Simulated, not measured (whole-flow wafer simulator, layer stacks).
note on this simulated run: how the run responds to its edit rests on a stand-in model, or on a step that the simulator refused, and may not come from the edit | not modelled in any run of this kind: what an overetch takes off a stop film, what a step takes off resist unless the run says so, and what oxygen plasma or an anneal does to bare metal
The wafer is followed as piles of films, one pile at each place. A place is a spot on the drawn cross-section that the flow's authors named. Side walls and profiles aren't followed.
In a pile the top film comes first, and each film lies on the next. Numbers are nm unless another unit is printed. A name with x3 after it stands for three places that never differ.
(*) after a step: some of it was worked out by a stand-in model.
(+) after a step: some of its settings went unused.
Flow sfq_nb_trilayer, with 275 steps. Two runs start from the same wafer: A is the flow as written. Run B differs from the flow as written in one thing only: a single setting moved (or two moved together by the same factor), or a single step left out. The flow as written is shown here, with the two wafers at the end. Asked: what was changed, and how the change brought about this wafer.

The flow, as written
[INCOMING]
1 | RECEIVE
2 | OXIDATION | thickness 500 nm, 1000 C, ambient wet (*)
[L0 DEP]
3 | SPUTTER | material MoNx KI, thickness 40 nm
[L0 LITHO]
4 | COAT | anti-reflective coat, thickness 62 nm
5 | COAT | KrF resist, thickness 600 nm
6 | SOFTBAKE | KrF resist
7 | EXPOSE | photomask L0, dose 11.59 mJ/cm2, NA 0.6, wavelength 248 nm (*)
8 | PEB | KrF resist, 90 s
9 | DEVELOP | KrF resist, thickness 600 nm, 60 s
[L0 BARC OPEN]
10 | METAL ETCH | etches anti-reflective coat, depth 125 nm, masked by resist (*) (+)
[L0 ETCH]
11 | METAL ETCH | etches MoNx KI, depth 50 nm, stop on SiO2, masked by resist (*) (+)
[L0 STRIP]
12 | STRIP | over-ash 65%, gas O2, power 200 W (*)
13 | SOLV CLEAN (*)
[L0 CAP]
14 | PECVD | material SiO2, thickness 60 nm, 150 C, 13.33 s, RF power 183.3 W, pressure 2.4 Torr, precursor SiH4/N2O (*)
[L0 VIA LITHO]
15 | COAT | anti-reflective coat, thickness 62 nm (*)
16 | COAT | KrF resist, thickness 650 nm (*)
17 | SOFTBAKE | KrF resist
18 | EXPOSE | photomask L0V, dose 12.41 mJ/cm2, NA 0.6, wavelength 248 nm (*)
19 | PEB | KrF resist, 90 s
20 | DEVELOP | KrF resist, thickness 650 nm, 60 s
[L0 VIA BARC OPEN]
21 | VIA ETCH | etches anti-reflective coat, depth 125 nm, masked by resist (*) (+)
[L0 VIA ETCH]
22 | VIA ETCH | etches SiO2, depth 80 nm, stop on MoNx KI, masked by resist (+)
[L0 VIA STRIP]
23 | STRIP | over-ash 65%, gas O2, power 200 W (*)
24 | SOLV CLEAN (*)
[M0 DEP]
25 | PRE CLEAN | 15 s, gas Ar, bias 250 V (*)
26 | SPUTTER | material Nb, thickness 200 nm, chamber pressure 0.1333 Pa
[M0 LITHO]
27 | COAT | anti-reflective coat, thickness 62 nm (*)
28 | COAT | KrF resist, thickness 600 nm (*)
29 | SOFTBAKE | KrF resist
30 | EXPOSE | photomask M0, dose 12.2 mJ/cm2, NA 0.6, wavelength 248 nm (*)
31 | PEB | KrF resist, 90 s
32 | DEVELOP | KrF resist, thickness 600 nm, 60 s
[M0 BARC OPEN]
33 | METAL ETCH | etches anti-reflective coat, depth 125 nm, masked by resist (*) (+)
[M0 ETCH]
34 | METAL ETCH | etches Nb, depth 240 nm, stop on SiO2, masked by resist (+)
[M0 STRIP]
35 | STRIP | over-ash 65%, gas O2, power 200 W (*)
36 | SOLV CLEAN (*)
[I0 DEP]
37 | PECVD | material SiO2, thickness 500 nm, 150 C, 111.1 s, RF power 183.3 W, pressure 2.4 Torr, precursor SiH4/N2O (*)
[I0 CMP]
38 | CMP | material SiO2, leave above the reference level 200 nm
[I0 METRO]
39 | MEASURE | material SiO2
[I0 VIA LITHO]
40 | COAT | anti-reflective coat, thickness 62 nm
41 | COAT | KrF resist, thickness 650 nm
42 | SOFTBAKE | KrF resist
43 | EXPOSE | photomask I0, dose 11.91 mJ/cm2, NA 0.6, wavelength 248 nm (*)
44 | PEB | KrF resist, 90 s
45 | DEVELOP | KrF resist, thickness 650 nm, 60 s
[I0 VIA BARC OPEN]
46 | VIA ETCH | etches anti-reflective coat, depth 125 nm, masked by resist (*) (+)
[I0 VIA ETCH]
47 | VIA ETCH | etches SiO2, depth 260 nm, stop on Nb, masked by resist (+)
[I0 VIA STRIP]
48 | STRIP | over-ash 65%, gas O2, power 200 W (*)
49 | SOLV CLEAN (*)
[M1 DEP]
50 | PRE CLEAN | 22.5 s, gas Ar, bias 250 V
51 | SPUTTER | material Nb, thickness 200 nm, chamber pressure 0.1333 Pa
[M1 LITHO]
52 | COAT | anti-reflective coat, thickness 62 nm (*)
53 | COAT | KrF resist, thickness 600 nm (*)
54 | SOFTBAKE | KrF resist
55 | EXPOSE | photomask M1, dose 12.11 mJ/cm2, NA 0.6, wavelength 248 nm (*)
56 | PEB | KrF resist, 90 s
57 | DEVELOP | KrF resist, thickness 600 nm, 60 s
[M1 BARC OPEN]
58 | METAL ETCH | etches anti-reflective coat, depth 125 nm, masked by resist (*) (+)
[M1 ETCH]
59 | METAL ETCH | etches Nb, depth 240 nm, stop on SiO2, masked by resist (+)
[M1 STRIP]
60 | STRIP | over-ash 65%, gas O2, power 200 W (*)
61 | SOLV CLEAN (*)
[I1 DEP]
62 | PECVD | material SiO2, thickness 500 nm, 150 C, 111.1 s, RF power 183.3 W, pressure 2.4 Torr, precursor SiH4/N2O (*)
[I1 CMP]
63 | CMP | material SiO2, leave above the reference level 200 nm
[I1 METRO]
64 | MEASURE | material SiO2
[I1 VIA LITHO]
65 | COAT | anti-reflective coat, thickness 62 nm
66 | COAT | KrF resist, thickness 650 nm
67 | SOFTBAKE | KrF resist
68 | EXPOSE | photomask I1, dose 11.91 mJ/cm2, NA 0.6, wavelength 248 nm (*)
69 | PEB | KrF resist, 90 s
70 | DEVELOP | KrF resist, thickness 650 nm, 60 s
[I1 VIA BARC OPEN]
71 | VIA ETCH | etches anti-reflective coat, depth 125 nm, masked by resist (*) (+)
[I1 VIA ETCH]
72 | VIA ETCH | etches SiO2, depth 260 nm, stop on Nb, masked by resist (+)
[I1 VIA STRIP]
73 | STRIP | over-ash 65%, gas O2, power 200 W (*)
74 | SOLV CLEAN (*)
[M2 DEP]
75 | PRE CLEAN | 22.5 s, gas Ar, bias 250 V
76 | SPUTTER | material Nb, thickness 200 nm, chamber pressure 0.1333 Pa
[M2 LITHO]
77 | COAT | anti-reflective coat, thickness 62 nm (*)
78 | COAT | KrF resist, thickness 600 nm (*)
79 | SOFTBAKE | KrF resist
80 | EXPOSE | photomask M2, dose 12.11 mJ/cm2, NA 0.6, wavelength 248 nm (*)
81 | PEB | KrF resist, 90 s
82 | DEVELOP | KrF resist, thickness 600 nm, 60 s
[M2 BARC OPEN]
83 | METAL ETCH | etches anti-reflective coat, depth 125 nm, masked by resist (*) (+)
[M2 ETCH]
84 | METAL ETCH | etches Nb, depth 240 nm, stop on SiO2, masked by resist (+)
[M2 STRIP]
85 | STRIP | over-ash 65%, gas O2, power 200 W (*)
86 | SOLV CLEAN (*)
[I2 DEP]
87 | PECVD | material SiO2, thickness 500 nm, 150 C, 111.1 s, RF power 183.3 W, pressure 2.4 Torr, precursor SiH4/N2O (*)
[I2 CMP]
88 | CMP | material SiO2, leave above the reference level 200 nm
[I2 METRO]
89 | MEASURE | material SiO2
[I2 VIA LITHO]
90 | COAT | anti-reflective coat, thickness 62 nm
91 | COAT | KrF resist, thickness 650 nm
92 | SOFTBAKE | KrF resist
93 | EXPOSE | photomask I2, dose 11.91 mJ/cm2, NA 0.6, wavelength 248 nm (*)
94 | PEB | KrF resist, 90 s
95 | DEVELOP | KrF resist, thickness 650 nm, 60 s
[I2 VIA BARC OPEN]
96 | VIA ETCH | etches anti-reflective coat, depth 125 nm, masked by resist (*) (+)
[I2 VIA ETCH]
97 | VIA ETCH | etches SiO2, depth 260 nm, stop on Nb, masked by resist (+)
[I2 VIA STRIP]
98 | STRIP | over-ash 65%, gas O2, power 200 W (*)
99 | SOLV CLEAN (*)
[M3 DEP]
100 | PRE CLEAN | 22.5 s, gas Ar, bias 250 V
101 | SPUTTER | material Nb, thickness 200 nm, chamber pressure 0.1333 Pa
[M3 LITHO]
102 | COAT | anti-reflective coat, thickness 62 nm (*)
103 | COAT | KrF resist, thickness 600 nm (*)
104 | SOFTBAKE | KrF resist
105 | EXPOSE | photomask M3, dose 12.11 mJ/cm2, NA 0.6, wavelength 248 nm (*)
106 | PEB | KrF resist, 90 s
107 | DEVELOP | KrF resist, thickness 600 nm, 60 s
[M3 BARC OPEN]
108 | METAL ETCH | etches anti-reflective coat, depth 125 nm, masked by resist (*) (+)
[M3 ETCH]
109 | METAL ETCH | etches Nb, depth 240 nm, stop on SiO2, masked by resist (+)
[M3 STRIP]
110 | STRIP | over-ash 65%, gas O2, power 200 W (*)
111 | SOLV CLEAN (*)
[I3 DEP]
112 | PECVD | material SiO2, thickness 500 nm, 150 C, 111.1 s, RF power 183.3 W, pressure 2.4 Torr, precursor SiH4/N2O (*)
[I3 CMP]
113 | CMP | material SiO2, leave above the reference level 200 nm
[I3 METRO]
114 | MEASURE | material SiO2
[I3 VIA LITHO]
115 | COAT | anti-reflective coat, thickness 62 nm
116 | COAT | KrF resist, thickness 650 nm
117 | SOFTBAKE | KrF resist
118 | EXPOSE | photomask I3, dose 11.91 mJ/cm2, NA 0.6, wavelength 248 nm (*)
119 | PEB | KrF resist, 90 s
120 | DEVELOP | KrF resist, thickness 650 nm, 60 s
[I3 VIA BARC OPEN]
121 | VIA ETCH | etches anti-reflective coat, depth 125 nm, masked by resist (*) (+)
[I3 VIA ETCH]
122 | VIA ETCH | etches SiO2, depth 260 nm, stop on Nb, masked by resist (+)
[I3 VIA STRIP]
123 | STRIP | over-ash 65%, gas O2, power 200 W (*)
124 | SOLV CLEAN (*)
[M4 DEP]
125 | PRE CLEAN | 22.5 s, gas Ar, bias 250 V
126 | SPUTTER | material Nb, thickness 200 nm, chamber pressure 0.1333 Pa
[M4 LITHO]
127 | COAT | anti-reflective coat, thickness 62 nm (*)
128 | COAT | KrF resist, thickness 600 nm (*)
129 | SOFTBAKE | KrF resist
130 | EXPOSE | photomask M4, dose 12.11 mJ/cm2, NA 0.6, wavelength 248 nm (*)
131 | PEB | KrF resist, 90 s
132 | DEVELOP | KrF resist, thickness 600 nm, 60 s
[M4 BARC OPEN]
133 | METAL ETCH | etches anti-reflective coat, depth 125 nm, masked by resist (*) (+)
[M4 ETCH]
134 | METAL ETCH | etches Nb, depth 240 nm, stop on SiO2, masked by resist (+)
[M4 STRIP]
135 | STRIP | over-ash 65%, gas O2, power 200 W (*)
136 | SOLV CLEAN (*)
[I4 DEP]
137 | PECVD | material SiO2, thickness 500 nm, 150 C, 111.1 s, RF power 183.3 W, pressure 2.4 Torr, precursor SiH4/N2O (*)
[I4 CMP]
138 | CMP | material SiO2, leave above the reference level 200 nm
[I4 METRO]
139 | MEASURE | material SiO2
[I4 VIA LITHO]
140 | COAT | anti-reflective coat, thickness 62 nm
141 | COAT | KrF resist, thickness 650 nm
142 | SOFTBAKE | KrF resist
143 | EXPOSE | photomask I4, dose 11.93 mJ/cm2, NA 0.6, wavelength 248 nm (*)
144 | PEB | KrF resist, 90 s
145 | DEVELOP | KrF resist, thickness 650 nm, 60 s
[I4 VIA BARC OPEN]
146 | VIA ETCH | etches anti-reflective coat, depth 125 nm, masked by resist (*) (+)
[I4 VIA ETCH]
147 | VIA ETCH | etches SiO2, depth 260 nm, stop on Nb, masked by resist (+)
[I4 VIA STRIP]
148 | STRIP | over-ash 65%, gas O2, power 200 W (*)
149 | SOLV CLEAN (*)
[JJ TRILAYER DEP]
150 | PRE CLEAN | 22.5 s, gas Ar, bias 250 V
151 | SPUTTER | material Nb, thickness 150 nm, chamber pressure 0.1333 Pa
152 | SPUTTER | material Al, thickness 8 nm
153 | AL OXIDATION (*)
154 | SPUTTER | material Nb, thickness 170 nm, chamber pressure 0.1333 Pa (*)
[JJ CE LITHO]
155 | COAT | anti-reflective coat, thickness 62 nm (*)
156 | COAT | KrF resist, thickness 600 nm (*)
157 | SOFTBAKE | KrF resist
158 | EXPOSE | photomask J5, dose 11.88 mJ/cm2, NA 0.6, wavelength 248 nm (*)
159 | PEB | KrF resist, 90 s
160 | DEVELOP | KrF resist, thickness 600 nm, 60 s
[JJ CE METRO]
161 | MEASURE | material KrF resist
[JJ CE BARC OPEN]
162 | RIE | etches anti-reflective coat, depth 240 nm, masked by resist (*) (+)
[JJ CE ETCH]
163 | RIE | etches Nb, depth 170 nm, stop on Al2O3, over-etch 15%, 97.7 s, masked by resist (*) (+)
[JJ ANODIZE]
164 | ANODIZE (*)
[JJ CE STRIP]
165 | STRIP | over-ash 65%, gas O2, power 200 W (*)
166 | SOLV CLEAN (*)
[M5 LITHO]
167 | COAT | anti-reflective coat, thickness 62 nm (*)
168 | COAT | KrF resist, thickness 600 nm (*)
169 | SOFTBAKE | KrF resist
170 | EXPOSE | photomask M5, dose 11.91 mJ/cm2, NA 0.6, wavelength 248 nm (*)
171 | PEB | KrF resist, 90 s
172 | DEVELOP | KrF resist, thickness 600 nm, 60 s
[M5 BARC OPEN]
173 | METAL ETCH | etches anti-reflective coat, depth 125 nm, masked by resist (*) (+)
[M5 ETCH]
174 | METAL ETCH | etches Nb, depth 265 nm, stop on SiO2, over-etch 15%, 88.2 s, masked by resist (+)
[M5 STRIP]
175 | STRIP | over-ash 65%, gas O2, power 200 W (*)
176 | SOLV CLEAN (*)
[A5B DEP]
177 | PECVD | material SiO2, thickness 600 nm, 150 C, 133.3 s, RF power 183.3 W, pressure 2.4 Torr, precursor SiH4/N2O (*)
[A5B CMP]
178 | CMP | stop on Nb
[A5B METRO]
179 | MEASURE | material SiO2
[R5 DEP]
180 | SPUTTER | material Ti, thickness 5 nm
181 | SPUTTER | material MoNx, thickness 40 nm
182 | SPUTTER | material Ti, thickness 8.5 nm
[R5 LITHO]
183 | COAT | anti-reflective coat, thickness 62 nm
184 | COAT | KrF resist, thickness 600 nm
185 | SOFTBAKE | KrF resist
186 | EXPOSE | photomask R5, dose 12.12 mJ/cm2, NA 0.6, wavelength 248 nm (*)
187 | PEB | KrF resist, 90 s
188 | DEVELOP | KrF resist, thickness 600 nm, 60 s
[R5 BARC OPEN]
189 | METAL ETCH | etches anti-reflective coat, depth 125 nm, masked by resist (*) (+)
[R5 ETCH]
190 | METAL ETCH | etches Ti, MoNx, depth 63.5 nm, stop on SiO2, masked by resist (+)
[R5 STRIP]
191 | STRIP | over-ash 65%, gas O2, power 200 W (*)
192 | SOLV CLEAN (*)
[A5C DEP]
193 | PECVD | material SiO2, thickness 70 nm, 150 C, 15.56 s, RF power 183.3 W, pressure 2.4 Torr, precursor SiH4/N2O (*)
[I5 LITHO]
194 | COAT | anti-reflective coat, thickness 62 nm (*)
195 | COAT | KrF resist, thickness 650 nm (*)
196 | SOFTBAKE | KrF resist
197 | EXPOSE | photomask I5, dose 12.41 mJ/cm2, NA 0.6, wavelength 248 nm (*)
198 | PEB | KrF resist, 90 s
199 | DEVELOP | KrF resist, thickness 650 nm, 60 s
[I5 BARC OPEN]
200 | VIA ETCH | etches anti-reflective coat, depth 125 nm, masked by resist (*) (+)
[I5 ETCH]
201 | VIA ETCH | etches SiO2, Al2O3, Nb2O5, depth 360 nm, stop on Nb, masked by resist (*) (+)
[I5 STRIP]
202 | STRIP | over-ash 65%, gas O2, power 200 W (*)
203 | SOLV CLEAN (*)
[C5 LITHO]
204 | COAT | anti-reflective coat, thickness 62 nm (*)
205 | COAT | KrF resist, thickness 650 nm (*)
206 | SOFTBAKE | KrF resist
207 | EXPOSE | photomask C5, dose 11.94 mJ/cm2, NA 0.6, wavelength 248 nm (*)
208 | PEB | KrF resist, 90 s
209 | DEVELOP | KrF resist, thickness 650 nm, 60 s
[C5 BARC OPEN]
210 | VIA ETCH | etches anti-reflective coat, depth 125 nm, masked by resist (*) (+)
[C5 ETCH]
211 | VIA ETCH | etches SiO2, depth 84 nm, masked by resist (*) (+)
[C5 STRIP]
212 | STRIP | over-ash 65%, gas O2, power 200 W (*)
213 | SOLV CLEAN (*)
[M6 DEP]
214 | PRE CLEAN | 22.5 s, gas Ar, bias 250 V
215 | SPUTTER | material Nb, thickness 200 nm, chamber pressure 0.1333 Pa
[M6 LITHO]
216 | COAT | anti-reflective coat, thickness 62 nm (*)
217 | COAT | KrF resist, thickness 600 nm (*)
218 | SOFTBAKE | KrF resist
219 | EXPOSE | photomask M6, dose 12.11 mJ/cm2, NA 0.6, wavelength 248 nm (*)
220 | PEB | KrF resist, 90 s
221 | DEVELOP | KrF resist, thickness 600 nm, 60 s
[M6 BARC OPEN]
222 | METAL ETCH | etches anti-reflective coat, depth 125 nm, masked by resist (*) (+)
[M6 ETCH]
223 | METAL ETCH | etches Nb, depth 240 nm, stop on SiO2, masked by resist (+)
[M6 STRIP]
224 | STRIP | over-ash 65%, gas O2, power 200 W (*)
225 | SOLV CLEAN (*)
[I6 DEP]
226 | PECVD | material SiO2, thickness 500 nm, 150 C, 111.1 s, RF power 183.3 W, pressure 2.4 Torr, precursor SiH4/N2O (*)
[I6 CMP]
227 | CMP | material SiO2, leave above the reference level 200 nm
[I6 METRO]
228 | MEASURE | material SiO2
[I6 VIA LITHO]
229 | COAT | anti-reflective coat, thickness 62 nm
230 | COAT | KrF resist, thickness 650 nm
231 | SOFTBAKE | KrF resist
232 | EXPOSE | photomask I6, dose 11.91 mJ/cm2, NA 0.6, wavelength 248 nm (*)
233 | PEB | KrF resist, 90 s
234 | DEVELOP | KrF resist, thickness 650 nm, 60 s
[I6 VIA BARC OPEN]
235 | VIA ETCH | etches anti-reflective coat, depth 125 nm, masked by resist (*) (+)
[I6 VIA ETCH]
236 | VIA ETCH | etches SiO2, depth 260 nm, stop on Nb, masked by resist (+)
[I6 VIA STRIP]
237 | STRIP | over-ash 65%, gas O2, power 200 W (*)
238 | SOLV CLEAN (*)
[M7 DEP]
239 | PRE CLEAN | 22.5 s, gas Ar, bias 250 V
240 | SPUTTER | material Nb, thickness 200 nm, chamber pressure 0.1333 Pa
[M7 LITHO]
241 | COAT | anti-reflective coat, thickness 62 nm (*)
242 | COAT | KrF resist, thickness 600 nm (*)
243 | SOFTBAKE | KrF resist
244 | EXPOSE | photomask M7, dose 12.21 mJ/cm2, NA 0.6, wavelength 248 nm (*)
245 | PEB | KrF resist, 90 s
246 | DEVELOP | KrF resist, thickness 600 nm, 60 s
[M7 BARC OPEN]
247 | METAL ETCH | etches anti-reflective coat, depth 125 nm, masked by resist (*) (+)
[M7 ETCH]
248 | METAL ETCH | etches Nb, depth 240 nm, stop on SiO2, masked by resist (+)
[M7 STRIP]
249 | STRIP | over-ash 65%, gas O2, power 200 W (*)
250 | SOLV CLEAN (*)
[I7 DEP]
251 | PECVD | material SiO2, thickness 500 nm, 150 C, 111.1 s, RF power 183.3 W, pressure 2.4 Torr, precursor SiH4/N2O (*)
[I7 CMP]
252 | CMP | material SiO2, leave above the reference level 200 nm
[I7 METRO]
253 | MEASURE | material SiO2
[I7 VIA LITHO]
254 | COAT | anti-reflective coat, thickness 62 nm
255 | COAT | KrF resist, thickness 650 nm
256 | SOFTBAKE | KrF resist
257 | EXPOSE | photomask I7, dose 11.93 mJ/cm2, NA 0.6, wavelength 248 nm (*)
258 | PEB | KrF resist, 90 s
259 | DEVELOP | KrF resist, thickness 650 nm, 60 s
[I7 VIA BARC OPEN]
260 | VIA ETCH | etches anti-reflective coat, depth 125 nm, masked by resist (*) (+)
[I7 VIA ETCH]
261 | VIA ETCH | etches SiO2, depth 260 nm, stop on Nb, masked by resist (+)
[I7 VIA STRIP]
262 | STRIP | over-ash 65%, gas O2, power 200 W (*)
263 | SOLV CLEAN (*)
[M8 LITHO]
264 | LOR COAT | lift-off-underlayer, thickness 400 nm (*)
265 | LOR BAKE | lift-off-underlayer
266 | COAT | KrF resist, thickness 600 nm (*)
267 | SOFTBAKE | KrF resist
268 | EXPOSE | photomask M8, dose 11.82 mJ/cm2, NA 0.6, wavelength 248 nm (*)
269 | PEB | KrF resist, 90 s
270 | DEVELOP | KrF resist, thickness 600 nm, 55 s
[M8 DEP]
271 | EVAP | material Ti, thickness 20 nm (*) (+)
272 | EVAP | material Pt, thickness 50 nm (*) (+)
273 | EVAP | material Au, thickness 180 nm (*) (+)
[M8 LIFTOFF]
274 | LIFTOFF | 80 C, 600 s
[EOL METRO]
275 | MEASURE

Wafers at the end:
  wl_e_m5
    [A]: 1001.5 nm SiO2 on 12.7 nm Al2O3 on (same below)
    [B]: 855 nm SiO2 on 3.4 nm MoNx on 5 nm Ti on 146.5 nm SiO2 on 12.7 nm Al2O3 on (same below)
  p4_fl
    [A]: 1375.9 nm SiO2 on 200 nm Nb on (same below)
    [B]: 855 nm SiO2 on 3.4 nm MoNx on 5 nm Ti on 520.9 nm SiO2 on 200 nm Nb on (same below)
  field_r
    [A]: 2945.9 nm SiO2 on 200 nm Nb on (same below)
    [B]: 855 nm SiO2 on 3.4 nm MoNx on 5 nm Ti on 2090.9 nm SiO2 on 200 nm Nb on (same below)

Cause: step 190, METAL ETCH: depth 45.1 nm was run, though the flow has depth 63.5 nm.

The path from the change to this, step by step:
  190 | METAL ETCH | etches Ti, MoNx, depth 63.5 nm, stop on SiO2, masked by resist (+)
      field_l, v_sur, via_wl and 92 more: A -8.5 Ti (all of it), -40 MoNx (all of it), -5 Ti (all of it) | B -8.5 Ti (all of it), -36.6 MoNx
      ce_l, c5j, ce_r, wl_jj: A -8.5 Ti (all of it), -40 MoNx (all of it), -5 Ti (all of it), -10 Nb | B -8.5 Ti (all of it), -36.6 MoNx
      (as well as at 7 more places)
  193 | PECVD | material SiO2, thickness 70 nm, 150 C, 15.56 s, RF power 183.3 W, pressure 2.4 Torr, precursor SiH4/N2O (*)
      field_l, v_sur, via_wl and 92 more: A +70 SiO2 | B +70 SiO2 (new film)
  194 | COAT | anti-reflective coat, thickness 62 nm (*)
      wl_j_sl, wl_j_sr: A +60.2 anti-reflective coat (new film) | B +62 anti-reflective coat (new film)
      r5r_spacepad_l, r5r_spacepad_r: A +84.4 anti-reflective coat (new film) | B +80.8 anti-reflective coat (new film)
      (as well as at 11 more places)
  201 | VIA ETCH | etches SiO2, Al2O3, Nb2O5, depth 360 nm, stop on Nb, masked by resist (*) (+)
      be: A -216.4 SiO2 (all of it), -12.7 Al2O3 (all of it), -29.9 Nb2O5 (all of it) | B -69.8 SiO2 (all of it), -3.4 MoNx (all of it), -5 Ti (all of it), -146.5 SiO2 (all of it), -12.7 Al2O3 (all of it), -29.9 Nb2O5 (all of it)
  202 | STRIP | over-ash 65%, gas O2, power 200 W (*)
      wl_j_sl, wl_j_sr: A -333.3 KrF resist (all of it), -60.2 anti-reflective coat (all of it) | B -333.1 KrF resist (all of it), -62 anti-reflective coat (all of it)
      r5r_spacepad_l, r5r_spacepad_r: A -335.6 KrF resist (all of it), -84.4 anti-reflective coat (all of it) | B -335.3 KrF resist (all of it), -80.8 anti-reflective coat (all of it)
      (as well as at 11 more places)
  204 | COAT | anti-reflective coat, thickness 62 nm (*)
      wl_j_sl, wl_j_sr: A +60.2 anti-reflective coat (new film) | B +62 anti-reflective coat (new film)
      r5r_spacepad_l, r5r_spacepad_r: A +84.4 anti-reflective coat (new film) | B +80.8 anti-reflective coat (new film)
      (as well as at 11 more places)
  210 | VIA ETCH | etches anti-reflective coat, depth 125 nm, masked by resist (*) (+)
      c5j: A -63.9 anti-reflective coat (all of it), -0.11 SiO2 | B -61.3 anti-reflective coat (all of it), -0.13 SiO2
  211 | VIA ETCH | etches SiO2, depth 84 nm, masked by resist (*) (+)
      c5j: A -69.9 SiO2 (all of it), -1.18 Nb | B -69.9 SiO2 (all of it)
  212 | STRIP | over-ash 65%, gas O2, power 200 W (*)
      wl_j_sl, wl_j_sr: A -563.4 KrF resist (all of it), -60.2 anti-reflective coat (all of it) | B -562.6 KrF resist (all of it), -62 anti-reflective coat (all of it)
      r5r_spacepad_l, r5r_spacepad_r: A -565.8 KrF resist (all of it), -84.4 anti-reflective coat (all of it) | B -564.8 KrF resist (all of it), -80.8 anti-reflective coat (all of it)
      (as well as at 10 more places)
  214 | PRE CLEAN | 22.5 s, gas Ar, bias 250 V
      c5j: A -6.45 Nb | B -3.4 MoNx (all of it), -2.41 Ti
  215 | SPUTTER | material Nb, thickness 200 nm, chamber pressure 0.1333 Pa
      c5j: A +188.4 Nb | B +189.1 Nb (new film)
  216 | COAT | anti-reflective coat, thickness 62 nm (*)
      r5r_line_l, r5r_line_c, r5r_line_r: A +50 anti-reflective coat (new film) | B +51.4 anti-reflective coat (new film)
      wl_j_sl, wl_j_sr: A +60.2 anti-reflective coat (new film) | B +62 anti-reflective coat (new film)
      (as well as at 12 more places)
  222 | METAL ETCH | etches anti-reflective coat, depth 125 nm, masked by resist (*) (+)
      r5r_line_l, r5r_line_c, r5r_line_r: A -50 anti-reflective coat (all of it) | B -51.4 anti-reflective coat (all of it)
      r5r_spacepad_l, r5r_spacepad_r: A -85.7 anti-reflective coat (all of it) | B -81.6 anti-reflective coat (all of it)
      (as well as at 1 more place)
  224 | STRIP | over-ash 65%, gas O2, power 200 W (*)
      wl_j_sl, wl_j_sr: A -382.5 KrF resist (all of it), -60.2 anti-reflective coat (all of it) | B -382.4 KrF resist (all of it), -62 anti-reflective coat (all of it)
      be_sur: A -371.2 KrF resist (all of it), -43.8 anti-reflective coat (all of it) | B -371.1 KrF resist (all of it), -42.9 anti-reflective coat (all of it)
      (as well as at 8 more places)
  227 | CMP | material SiO2, leave above the reference level 200 nm
      ce_l, ce_r, wl_jj: A -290 SiO2 | B -300 SiO2
      be_r, r_sur, r_end: A -353.5 SiO2 | B -345.1 SiO2
      (as well as at 7 more places)
With metal films that touch counted as one body, wl_e_m5 has 7 bodies (between them, from the top down: SiO2 146.5 / Al2O3 12.7 / Nb2O5 29.9; SiO2 192.5; SiO2 192.5; SiO2 192.5; SiO2 192.5; SiO2 192.5); the flow as written gives 6 bodies (between them, from the top down: SiO2 192.5; SiO2 192.5; SiO2 192.5; SiO2 192.5; SiO2 192.5).
With metal films that touch counted as one body, p4_fl has 3 bodies (between them, from the top down: SiO2 520.9; SiO2 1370); the flow as written gives 2 bodies (between them, from the top down: SiO2 1370).
With metal films that touch counted as one body, field_r has 2 bodies (between them, from the top down: SiO2 2090.9); the flow as written gives 1 body.
